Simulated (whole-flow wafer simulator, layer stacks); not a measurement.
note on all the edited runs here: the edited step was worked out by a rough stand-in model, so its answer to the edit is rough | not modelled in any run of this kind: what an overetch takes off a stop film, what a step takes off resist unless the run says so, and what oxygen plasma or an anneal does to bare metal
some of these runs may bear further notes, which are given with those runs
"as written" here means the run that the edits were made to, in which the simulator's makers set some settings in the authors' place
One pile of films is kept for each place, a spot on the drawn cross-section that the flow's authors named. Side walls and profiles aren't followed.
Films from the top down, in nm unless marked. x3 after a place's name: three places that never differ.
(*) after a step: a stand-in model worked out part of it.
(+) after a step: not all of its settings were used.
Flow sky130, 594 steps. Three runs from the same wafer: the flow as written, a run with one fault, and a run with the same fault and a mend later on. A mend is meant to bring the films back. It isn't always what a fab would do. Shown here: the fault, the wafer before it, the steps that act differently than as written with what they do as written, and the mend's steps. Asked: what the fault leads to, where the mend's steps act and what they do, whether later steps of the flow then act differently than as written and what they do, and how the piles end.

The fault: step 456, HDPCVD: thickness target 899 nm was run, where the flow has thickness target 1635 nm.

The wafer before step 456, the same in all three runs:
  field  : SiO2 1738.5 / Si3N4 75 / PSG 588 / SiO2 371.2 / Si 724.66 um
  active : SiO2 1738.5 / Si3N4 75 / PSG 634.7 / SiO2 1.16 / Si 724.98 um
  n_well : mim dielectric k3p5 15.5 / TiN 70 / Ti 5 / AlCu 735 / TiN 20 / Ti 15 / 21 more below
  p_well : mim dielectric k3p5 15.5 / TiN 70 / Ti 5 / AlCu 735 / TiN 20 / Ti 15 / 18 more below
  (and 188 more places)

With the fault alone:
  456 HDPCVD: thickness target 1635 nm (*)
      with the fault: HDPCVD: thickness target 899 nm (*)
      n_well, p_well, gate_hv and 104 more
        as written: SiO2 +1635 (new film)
        with the fault: SiO2 +899 (new film)
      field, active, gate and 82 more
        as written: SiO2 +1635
        with the fault: SiO2 +899
  Later steps of the flow that act differently than as written (20 more steps differ only slightly, by at most 2% or 0.5 nm, whichever is larger, and aren't shown):
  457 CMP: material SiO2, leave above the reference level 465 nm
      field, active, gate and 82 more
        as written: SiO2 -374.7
        with the fault: nothing
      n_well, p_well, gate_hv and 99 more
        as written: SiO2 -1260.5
        with the fault: SiO2 -524.5
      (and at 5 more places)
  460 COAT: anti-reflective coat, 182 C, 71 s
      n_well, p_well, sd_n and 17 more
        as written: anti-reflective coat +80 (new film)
        with the fault: anti-reflective coat +3 (new film)
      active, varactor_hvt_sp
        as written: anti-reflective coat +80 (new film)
        with the fault: anti-reflective coat +68.6 (new film)
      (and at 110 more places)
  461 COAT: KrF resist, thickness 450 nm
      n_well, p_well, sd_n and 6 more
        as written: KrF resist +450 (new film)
        with the fault: KrF resist +148.2 (new film)
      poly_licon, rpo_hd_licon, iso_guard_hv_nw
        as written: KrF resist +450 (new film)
        with the fault: KrF resist +502.2 (new film)
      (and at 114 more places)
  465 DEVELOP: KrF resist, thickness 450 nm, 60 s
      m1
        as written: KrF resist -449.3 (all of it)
        with the fault: KrF resist -306.2 (all of it)
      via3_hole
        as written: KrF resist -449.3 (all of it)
        with the fault: KrF resist -197.9 (all of it)
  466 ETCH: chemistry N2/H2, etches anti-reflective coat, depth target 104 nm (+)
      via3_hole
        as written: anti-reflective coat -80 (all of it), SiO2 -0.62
        with the fault: anti-reflective coat -27.9 (all of it)
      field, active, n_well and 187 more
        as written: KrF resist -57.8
        with the fault: KrF resist -15.5
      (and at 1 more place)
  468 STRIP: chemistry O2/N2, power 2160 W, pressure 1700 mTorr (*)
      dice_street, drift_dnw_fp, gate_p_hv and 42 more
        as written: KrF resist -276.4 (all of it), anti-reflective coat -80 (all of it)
        with the fault: KrF resist -318.7 (all of it), anti-reflective coat -80 (all of it)
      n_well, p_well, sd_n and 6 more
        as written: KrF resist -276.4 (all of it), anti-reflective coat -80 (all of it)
        with the fault: KrF resist -17.4 (all of it), anti-reflective coat -3 (all of it)
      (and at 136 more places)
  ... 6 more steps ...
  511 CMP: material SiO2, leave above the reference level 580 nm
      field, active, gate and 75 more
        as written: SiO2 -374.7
        with the fault: SiO2 -393.2
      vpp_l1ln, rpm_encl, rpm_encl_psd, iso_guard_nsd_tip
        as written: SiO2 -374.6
        with the fault: SiO2 -393.2
  At the end the piles differ from the flow's by more than 2% or 0.5 nm, whichever is larger, at field, active, gate and 84 more.
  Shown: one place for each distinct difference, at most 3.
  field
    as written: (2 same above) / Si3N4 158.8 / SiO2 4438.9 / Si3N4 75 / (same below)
    with the fault: (2 same above) / Si3N4 158.8 / SiO2 1451.3 / W 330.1 / TiN 20 / SiO2 2637.5 / Si3N4 75 / (same below)
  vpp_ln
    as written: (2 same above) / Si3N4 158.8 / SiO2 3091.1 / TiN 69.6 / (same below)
    with the fault: (2 same above) / Si3N4 158.8 / SiO2 1451.3 / W 330.1 / TiN 20 / SiO2 1289.7 / TiN 69.6 / (same below)
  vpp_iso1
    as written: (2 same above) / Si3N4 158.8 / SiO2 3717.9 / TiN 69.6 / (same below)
    with the fault: (2 same above) / Si3N4 158.8 / SiO2 1451.3 / W 330.1 / TiN 20 / SiO2 1916.5 / TiN 69.6 / (same below)

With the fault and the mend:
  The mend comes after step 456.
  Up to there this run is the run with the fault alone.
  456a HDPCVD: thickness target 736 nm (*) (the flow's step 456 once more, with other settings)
      field, active, n_well and 189 more
        SiO2 +736
  No later step of the flow acts differently than as written at any place that is followed.
  At the end the piles are the same as the flow's at every place that both follow.
